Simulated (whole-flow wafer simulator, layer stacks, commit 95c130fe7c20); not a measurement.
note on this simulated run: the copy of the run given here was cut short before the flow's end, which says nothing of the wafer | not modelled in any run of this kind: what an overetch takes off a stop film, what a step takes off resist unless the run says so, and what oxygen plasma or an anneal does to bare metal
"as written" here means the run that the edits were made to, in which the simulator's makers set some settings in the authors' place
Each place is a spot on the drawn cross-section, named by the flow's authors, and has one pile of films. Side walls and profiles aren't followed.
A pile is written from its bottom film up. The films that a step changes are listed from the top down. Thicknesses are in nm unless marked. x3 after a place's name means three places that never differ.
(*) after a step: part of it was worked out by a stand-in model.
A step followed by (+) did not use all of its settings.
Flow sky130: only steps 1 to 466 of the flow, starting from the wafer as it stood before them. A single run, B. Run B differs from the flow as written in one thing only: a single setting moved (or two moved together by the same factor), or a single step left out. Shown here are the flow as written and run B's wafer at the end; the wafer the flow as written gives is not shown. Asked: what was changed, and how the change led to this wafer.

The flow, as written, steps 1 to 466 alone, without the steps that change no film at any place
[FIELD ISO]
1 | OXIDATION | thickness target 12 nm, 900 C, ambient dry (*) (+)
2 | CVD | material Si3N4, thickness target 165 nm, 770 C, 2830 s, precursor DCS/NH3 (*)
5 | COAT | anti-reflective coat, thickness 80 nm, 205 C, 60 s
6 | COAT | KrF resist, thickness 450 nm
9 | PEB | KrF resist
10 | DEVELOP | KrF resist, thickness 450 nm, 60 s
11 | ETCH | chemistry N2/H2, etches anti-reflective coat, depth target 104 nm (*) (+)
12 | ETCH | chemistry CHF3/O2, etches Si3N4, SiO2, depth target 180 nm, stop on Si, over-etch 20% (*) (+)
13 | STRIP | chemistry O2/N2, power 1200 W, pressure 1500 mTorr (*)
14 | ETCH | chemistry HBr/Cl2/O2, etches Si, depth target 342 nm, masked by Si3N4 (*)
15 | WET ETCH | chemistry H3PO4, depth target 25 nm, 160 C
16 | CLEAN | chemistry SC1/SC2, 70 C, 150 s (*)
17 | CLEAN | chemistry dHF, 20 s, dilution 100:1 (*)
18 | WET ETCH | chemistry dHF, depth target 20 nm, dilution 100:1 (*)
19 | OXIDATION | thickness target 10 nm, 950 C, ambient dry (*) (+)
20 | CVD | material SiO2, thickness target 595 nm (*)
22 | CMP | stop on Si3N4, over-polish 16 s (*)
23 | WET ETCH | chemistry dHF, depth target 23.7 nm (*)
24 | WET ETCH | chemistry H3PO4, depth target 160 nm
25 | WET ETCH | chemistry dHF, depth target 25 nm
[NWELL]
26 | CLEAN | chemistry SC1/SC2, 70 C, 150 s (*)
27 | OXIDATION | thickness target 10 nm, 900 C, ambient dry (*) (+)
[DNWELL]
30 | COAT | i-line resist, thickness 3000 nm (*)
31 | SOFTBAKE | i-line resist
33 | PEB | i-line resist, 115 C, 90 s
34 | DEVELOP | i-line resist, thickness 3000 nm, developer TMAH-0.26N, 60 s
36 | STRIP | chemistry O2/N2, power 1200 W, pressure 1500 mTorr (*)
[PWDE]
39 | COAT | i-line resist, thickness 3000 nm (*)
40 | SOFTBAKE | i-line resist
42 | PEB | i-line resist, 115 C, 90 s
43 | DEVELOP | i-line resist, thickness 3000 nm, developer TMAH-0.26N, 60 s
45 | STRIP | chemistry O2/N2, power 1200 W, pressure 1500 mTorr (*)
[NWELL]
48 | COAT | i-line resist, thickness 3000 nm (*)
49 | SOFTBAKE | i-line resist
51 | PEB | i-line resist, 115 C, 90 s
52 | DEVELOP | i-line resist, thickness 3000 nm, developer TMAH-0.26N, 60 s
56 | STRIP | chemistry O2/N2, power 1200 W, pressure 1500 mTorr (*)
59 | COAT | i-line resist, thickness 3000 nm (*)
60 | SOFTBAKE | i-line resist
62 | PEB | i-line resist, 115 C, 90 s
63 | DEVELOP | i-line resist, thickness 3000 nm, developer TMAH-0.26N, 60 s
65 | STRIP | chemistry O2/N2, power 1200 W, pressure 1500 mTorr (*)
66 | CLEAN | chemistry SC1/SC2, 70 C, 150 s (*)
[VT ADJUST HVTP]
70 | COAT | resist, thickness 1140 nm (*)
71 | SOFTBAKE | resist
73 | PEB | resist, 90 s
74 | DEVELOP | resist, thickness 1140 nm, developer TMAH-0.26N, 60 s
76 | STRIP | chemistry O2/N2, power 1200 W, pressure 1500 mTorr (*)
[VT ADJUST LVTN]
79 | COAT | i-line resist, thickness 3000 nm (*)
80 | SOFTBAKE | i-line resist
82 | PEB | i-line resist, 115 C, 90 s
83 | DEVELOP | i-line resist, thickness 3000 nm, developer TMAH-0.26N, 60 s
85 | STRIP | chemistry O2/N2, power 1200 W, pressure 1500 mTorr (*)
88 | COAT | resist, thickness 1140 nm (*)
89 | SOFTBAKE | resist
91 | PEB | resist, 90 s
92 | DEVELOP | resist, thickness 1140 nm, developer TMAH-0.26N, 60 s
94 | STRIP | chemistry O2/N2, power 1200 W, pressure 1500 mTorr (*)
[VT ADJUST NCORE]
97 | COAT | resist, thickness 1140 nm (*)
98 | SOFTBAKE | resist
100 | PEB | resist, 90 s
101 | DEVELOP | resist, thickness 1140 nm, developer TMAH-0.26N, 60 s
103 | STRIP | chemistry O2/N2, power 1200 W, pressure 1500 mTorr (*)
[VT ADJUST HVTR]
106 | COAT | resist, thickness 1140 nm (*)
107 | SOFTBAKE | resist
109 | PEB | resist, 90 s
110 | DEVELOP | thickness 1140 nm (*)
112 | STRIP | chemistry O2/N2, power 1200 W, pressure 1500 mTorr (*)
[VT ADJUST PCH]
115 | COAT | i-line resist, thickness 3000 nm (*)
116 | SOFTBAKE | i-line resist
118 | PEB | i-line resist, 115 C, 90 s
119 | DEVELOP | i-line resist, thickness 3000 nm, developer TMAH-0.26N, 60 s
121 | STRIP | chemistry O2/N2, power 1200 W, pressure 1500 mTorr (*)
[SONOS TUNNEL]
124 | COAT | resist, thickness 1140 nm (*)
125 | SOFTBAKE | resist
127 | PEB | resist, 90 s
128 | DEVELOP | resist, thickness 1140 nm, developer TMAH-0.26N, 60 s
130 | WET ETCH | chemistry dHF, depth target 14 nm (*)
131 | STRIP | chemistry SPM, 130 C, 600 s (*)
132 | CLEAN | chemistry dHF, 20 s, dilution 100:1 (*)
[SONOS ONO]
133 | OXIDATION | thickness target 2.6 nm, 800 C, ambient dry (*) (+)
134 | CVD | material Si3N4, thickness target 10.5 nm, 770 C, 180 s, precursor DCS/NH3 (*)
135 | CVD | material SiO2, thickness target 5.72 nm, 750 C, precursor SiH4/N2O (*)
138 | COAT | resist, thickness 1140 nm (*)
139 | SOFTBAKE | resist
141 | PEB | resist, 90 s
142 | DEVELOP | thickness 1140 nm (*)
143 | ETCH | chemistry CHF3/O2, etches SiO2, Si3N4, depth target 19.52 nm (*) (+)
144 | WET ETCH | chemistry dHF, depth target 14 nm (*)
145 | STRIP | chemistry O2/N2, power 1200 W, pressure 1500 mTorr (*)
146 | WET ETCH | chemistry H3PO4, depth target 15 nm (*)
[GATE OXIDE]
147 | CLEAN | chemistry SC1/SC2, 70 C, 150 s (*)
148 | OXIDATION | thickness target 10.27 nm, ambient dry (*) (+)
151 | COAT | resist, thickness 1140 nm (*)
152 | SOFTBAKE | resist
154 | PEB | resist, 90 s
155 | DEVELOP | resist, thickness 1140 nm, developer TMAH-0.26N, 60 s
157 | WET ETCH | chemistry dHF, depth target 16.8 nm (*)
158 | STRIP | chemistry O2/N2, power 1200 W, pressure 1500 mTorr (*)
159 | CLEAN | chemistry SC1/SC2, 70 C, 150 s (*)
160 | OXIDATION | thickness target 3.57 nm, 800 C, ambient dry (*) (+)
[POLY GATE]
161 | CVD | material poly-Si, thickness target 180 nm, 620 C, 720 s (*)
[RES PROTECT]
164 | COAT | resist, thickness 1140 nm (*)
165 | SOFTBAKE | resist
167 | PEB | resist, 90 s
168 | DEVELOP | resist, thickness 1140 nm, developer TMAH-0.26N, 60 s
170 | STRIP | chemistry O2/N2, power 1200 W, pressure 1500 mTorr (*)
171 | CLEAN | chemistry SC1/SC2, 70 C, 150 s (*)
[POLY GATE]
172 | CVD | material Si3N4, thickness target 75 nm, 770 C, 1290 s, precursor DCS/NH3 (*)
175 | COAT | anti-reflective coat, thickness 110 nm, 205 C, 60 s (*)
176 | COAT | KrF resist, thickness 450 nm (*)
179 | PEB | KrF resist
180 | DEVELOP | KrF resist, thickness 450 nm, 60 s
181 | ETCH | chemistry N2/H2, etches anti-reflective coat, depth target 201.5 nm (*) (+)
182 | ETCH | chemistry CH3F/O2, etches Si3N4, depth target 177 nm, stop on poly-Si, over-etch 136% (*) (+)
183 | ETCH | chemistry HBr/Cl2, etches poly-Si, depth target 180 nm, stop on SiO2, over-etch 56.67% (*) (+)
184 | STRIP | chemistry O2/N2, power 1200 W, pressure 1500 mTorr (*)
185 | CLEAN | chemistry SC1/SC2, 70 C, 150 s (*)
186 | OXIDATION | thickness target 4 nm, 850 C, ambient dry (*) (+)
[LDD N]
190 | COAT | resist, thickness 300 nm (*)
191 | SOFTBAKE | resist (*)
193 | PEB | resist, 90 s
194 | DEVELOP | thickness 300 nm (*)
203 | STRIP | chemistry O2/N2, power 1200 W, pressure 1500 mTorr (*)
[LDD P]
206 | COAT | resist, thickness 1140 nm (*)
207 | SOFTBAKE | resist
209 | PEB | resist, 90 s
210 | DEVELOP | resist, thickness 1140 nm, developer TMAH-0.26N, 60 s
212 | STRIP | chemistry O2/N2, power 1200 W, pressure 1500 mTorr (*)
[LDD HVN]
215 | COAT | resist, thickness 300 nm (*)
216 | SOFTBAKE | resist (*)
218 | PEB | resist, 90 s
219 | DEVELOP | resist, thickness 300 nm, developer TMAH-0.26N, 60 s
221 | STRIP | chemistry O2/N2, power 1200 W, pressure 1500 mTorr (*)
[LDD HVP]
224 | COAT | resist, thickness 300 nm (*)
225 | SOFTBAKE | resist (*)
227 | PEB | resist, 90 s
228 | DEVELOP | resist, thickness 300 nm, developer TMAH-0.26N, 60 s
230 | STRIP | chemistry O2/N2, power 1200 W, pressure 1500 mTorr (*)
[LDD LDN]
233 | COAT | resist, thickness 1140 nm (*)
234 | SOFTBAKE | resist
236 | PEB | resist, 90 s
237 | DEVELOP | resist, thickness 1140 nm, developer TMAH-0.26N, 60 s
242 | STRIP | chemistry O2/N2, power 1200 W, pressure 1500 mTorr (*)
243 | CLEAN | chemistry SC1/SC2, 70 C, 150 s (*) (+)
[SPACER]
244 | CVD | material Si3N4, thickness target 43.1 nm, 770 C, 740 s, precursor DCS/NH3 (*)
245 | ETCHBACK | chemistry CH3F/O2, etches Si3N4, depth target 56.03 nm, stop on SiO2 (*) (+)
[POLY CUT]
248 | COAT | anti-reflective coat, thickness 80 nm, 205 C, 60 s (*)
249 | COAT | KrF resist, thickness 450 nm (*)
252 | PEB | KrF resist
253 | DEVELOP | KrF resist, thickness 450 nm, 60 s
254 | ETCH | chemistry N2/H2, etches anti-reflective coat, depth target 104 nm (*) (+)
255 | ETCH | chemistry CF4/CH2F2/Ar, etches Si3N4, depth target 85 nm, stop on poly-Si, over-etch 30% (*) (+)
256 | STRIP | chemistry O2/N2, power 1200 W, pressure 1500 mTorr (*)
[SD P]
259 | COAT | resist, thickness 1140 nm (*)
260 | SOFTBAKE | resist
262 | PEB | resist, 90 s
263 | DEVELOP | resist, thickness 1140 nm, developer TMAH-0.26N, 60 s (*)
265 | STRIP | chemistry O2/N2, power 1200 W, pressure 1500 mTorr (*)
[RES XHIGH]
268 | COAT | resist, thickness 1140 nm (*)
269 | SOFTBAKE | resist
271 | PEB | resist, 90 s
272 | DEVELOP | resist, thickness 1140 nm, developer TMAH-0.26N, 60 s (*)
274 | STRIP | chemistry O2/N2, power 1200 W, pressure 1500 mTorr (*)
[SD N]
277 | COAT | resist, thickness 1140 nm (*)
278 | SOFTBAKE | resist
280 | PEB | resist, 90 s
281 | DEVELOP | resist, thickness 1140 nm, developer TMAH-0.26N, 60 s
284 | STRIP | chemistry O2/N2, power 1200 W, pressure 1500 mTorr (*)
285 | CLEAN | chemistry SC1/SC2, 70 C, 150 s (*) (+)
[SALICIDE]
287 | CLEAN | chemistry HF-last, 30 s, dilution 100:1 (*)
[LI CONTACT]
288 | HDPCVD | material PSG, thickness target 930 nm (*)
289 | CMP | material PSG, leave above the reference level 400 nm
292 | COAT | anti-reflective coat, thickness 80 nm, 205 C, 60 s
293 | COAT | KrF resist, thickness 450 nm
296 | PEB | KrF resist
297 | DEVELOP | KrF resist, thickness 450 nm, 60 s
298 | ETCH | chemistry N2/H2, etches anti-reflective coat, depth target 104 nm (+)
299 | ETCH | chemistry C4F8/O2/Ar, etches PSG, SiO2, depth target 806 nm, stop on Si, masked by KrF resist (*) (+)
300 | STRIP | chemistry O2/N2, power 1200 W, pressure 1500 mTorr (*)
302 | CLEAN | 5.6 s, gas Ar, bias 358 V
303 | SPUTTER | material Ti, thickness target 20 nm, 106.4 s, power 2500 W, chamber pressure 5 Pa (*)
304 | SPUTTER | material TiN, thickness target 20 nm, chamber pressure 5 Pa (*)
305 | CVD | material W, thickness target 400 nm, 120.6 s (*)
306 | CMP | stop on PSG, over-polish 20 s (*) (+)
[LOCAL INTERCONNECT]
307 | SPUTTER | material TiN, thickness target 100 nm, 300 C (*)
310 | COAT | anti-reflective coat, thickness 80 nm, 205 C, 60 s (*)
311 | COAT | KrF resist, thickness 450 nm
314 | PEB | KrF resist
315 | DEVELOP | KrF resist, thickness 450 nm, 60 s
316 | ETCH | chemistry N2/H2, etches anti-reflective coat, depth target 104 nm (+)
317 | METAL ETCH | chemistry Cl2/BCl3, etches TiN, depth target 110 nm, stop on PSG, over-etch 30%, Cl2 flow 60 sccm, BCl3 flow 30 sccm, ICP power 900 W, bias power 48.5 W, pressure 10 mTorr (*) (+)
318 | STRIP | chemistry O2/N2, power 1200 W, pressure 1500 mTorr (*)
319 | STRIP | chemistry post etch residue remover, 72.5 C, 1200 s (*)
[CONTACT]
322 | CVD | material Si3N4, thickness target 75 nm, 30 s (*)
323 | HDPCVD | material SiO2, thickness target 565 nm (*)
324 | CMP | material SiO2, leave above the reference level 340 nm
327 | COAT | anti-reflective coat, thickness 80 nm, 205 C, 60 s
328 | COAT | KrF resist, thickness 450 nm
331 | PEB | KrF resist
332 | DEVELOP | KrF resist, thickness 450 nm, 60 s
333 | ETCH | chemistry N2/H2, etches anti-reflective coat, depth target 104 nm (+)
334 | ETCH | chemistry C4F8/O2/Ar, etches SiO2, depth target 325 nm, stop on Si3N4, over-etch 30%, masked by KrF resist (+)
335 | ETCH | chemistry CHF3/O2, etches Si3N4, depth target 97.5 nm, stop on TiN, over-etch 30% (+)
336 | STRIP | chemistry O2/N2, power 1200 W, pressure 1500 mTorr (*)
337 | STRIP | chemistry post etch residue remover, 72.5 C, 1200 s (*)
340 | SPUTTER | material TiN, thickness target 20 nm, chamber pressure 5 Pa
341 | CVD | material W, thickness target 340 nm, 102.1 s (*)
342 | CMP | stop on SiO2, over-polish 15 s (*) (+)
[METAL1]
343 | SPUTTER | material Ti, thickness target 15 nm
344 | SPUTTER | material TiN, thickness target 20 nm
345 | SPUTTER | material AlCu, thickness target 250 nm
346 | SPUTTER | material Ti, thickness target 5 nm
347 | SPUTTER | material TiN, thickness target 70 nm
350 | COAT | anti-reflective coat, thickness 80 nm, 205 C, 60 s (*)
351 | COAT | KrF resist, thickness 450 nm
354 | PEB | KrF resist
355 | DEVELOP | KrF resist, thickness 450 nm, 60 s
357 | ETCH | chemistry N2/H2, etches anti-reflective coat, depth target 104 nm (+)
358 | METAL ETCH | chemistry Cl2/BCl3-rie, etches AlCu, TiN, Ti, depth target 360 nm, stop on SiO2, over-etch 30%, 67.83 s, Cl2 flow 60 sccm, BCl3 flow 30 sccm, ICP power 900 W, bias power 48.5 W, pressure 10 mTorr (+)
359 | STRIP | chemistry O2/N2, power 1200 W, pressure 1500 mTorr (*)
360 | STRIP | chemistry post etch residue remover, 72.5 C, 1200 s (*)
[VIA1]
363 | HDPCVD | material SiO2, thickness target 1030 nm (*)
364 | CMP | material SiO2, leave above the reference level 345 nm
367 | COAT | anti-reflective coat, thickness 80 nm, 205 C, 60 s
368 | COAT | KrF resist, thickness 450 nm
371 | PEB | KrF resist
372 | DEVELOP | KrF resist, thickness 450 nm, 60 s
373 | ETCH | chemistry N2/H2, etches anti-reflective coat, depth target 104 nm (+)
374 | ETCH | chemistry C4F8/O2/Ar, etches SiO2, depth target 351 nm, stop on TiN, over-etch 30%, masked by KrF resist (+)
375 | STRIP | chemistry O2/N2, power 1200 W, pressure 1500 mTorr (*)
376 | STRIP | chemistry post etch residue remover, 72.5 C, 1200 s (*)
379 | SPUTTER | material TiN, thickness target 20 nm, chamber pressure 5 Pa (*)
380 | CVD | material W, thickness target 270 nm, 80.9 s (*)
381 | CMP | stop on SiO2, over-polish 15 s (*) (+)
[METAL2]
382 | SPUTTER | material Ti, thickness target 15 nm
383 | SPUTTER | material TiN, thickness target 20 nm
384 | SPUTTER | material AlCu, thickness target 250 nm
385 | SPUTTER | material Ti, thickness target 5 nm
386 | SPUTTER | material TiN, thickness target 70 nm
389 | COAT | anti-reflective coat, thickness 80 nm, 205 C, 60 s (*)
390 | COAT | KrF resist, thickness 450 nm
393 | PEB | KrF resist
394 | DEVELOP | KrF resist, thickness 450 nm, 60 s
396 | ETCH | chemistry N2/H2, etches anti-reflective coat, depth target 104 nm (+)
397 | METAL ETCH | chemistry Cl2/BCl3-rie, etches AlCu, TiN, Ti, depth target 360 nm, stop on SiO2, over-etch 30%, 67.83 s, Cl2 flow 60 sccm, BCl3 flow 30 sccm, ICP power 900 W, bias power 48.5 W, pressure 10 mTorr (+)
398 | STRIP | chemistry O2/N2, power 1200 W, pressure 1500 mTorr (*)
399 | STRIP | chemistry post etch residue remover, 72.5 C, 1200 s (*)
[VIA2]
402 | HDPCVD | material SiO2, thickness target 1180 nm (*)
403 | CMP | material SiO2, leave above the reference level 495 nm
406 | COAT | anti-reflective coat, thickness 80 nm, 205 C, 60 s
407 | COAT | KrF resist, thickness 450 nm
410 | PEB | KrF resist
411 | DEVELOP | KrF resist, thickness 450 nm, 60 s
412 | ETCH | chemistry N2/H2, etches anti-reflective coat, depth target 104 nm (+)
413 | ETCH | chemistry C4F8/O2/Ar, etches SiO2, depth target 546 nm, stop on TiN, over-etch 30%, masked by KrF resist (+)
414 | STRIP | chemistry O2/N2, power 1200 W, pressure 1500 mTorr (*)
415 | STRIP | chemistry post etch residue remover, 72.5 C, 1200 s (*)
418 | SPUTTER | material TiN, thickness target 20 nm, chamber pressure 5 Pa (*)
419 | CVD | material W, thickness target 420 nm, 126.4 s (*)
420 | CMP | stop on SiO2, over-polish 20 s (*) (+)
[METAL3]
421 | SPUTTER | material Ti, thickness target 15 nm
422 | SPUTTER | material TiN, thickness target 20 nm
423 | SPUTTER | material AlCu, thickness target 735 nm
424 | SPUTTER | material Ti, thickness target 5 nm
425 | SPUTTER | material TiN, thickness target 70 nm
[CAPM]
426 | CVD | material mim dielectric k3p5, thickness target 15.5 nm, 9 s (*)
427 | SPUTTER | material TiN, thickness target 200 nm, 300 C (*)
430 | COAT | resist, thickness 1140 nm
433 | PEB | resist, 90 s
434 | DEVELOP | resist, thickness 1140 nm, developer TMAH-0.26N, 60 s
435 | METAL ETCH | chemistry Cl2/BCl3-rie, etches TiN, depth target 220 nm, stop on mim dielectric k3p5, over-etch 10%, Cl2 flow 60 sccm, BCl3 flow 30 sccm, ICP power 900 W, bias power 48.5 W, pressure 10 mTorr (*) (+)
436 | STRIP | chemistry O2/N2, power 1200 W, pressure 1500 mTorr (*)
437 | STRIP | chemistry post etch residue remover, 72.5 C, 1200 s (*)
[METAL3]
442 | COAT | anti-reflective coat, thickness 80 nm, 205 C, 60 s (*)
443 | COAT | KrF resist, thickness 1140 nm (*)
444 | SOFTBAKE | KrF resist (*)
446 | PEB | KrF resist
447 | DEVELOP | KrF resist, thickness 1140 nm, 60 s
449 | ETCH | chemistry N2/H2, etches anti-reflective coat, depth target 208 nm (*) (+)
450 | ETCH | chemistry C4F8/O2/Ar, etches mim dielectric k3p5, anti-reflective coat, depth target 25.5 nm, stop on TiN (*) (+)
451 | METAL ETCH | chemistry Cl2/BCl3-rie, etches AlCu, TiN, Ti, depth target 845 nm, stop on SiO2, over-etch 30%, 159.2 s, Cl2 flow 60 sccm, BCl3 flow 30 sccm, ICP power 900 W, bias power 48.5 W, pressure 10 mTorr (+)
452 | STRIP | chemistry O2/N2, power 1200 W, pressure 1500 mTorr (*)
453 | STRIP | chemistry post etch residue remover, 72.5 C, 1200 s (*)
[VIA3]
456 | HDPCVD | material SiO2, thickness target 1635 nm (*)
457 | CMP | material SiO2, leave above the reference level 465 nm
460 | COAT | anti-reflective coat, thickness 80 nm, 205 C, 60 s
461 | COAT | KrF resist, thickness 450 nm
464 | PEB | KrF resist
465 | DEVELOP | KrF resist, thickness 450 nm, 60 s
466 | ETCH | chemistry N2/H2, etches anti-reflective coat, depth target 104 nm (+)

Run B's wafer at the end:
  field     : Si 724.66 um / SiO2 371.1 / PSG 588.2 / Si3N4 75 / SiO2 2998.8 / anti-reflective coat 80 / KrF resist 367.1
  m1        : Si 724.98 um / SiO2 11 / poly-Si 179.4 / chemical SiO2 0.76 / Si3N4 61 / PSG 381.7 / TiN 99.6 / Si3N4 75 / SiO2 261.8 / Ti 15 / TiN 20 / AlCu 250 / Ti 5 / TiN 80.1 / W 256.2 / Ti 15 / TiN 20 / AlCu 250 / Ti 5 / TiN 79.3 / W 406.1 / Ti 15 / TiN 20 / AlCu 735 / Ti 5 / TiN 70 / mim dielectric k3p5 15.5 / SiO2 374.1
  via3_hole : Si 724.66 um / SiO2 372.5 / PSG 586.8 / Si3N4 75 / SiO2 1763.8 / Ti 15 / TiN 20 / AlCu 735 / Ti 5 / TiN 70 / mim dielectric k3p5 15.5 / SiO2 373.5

The reason: step 466, ETCH: depth target 119 nm was run, while the flow as written has depth target 104 nm.

The path from the change to this, step by step:
  466 | ETCH | chemistry N2/H2, etches anti-reflective coat, depth target 104 nm (+)
      field, active, n_well and 187 more: -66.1 KrF resist (in the flow as written it would be: -57.8 KrF resist)
